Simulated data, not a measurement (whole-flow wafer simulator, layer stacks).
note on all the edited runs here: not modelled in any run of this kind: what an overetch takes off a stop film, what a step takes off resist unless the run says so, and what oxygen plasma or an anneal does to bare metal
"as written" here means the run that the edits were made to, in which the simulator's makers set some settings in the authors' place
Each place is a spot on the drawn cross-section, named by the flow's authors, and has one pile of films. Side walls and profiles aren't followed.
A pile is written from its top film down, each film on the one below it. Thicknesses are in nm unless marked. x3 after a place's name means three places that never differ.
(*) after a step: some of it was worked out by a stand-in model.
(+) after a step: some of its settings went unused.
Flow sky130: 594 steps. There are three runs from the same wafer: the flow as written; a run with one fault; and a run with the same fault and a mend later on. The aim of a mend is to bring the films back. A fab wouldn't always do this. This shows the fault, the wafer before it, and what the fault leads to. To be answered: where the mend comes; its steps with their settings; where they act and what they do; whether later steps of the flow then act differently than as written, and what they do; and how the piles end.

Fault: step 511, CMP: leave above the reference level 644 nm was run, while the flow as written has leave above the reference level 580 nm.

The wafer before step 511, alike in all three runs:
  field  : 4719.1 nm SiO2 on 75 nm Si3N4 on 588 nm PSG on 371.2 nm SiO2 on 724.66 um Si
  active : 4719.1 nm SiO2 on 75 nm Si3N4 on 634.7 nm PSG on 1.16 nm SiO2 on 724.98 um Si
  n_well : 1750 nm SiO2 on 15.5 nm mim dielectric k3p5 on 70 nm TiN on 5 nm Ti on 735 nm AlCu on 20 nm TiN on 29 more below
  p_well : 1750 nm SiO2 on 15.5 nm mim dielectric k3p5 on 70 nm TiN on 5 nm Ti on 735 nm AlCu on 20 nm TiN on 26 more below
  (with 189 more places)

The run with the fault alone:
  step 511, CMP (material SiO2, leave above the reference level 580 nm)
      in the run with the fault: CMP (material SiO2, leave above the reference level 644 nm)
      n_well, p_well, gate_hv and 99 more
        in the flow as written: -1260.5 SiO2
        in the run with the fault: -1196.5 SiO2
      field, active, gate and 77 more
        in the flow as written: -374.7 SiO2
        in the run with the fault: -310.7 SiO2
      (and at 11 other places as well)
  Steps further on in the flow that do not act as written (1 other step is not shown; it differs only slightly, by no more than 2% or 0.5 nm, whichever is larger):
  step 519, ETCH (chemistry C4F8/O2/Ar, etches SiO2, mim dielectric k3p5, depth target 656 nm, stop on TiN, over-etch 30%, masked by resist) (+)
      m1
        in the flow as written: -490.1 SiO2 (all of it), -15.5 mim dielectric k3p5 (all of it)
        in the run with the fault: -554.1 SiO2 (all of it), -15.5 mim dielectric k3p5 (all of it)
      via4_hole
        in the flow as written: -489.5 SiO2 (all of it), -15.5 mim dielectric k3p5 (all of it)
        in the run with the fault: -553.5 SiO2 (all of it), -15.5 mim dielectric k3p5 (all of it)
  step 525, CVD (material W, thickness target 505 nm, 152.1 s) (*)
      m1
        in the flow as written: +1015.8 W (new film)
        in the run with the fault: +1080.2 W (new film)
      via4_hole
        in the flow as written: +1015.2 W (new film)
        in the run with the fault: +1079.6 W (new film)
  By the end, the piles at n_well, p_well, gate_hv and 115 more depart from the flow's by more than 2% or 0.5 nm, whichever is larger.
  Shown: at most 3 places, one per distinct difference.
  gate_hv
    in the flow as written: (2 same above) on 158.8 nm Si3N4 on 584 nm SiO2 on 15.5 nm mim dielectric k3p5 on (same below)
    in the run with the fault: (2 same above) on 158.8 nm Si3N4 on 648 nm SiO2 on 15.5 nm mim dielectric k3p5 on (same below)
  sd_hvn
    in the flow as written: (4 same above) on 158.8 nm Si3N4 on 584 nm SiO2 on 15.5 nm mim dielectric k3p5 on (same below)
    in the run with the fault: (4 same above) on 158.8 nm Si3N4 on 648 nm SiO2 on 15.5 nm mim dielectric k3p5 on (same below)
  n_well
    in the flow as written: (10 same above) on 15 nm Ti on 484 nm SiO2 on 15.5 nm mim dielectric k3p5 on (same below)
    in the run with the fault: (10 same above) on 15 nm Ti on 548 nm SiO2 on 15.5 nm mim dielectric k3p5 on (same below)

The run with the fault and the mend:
  After step 511 comes the mend.
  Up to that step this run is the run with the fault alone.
  step 511a, CMP (material SiO2, leave above the reference level 580 nm) (a further turn of the flow's step 511)
      field, active, n_well and 190 more
        -64 SiO2
  Later steps of the flow that are run all act as written at every place that is followed.
  At every place that both follow, the piles at the end match the flow's.
